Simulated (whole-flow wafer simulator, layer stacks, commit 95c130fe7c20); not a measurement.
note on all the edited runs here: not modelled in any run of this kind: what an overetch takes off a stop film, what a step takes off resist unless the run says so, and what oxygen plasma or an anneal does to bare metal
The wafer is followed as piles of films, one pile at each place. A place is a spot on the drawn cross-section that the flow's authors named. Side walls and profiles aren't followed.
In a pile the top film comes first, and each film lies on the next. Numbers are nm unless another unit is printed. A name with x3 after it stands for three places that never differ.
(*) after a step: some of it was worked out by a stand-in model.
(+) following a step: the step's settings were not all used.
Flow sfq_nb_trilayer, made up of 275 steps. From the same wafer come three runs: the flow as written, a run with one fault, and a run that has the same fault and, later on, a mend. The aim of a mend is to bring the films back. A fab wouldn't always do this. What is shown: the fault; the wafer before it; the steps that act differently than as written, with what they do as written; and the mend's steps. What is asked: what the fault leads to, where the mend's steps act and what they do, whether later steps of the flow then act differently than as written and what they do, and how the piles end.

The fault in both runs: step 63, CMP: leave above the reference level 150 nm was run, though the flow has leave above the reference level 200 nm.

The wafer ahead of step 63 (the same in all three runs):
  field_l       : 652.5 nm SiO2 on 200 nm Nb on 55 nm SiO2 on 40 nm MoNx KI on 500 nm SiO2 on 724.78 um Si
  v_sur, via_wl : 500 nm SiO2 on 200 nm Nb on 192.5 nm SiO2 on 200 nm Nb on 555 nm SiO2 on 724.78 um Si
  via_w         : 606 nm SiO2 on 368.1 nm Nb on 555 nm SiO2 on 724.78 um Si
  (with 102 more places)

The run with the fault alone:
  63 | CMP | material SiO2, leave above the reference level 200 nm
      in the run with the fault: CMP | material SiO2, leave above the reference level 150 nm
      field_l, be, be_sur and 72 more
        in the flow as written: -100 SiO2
        in the run with the fault: -150 SiO2
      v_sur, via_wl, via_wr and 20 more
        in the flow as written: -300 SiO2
        in the run with the fault: -350 SiO2
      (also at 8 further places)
  Steps later in the flow that act otherwise than as written (not shown: 4 more steps that differ only slightly, by at most 2% or 0.5 nm, whichever is larger):
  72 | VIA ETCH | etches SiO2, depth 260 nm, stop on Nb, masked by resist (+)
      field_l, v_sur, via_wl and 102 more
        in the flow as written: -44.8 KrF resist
        in the run with the fault: -38.8 KrF resist
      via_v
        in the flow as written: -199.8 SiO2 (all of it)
        in the run with the fault: -149.8 SiO2 (all of it)
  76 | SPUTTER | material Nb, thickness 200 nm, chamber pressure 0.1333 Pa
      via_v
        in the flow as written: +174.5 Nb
        in the run with the fault: +184.7 Nb
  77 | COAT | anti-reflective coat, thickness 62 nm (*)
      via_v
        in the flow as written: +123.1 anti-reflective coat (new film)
        in the run with the fault: +111.3 anti-reflective coat (new film)
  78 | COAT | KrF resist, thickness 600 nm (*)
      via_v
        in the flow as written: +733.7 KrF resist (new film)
        in the run with the fault: +693.2 KrF resist (new film)
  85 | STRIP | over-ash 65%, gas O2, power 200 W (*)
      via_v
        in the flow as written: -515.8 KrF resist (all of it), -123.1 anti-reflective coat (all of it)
        in the run with the fault: -475.4 KrF resist (all of it), -111.3 anti-reflective coat (all of it)
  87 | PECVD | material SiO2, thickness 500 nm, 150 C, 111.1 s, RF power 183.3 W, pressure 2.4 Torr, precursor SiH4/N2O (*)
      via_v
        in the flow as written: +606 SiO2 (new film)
        in the run with the fault: +521.3 SiO2 (new film)
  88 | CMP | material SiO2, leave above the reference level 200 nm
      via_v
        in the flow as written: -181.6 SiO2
        in the run with the fault: -157.1 SiO2
  At v_sur, via_wl, via_w and 78 more, the piles at the end differ from the flow's by more than 2% or 0.5 nm, whichever is larger.
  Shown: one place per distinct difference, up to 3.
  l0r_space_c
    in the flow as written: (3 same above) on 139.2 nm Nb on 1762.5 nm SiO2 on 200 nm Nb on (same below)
    in the run with the fault: (3 same above) on 139.2 nm Nb on 1712.5 nm SiO2 on 200 nm Nb on (same below)
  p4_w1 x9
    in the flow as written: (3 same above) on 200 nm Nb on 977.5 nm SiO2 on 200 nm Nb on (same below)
    in the run with the fault: (3 same above) on 200 nm Nb on 927.5 nm SiO2 on 200 nm Nb on (same below)
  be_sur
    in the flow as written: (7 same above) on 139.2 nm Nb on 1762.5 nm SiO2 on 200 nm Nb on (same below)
    in the run with the fault: (7 same above) on 139.2 nm Nb on 1712.5 nm SiO2 on 200 nm Nb on (same below)

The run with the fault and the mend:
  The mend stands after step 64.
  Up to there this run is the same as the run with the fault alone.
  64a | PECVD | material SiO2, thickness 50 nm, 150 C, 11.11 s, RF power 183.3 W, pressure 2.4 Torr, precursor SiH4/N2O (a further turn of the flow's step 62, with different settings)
      field_l, v_sur, via_wl and 103 more
        +50 SiO2
  None of the later steps of the flow differs from how it acts as written, at any place that is followed, by more than 2% or 0.5 nm, whichever is larger.
  The piles end only slightly different from the flow's at the places that both follow, by no more than 2% or 0.5 nm, whichever is larger.
